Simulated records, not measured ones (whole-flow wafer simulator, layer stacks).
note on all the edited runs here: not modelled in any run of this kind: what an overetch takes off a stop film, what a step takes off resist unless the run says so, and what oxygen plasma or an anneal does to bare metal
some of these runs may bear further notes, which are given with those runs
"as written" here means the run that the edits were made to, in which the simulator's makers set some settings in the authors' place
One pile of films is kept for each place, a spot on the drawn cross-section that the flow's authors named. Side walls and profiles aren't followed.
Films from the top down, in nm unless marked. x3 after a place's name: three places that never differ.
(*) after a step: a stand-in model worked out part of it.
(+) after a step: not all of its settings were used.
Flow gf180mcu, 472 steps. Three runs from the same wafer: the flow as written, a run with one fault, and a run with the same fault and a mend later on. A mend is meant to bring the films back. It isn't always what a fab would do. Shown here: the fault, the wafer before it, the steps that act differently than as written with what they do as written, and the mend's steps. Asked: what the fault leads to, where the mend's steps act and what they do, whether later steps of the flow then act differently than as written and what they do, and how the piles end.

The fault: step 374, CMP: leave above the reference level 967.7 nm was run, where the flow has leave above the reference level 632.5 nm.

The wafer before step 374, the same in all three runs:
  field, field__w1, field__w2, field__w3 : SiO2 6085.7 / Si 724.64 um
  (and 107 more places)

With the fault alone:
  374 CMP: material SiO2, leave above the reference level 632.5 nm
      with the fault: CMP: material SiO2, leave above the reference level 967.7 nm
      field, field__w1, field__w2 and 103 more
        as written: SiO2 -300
        with the fault: nothing
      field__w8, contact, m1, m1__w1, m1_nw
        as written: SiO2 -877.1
        with the fault: SiO2 -541.9
  Later steps of the flow that act differently than as written (10 more steps differ only slightly, by at most 2% or 0.5 nm, whichever is larger, and aren't shown):
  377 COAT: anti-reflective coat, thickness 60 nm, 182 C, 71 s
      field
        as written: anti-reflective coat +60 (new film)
        with the fault: anti-reflective coat +74 (new film)
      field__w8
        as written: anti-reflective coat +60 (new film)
        with the fault: anti-reflective coat +40 (new film)
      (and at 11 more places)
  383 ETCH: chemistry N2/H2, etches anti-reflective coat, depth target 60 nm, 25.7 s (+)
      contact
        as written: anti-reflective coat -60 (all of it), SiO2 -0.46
        with the fault: anti-reflective coat -40.9 (all of it), SiO2 -0.95
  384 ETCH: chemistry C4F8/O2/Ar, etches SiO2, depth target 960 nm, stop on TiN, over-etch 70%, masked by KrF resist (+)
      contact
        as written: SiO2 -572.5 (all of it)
        with the fault: SiO2 -907.2 (all of it)
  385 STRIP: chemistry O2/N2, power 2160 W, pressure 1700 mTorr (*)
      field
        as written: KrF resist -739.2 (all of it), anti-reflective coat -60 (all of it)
        with the fault: KrF resist -732.2 (all of it), anti-reflective coat -74 (all of it)
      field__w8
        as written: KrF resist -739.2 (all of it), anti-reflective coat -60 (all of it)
        with the fault: KrF resist -735.9 (all of it), anti-reflective coat -40 (all of it)
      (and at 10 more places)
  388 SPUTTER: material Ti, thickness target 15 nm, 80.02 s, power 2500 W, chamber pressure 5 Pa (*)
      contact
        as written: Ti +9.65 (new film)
        with the fault: Ti +8.11 (new film)
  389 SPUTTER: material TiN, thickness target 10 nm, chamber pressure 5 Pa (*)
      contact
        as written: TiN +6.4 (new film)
        with the fault: TiN +5.38 (new film)
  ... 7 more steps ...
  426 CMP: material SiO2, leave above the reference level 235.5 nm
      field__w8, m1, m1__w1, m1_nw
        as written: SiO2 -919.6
        with the fault: SiO2 -953.4
  At the end the piles differ from the flow's by more than 2% or 0.5 nm, whichever is larger, at field, field__w1, field__w2 and 109 more.
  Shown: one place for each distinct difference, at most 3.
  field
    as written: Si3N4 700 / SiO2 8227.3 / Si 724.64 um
    with the fault: Si3N4 700 / SiO2 8527.3 / Si 724.64 um
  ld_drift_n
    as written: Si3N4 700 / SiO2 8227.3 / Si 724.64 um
    with the fault: Si3N4 700 / SiO2 8527.2 / Si 724.64 um
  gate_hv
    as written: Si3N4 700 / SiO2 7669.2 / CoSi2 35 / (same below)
    with the fault: Si3N4 700 / SiO2 7969.1 / CoSi2 35 / (same below)

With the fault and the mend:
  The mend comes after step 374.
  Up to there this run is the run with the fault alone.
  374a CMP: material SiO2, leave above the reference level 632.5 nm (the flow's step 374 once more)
      field, field__w1, field__w2 and 103 more
        SiO2 -300
      field__w8, contact, m1, m1__w1, m1_nw
        SiO2 -335.2
  No later step of the flow acts differently than as written at any place that is followed.
  At the end the piles are the same as the flow's at every place that both follow.
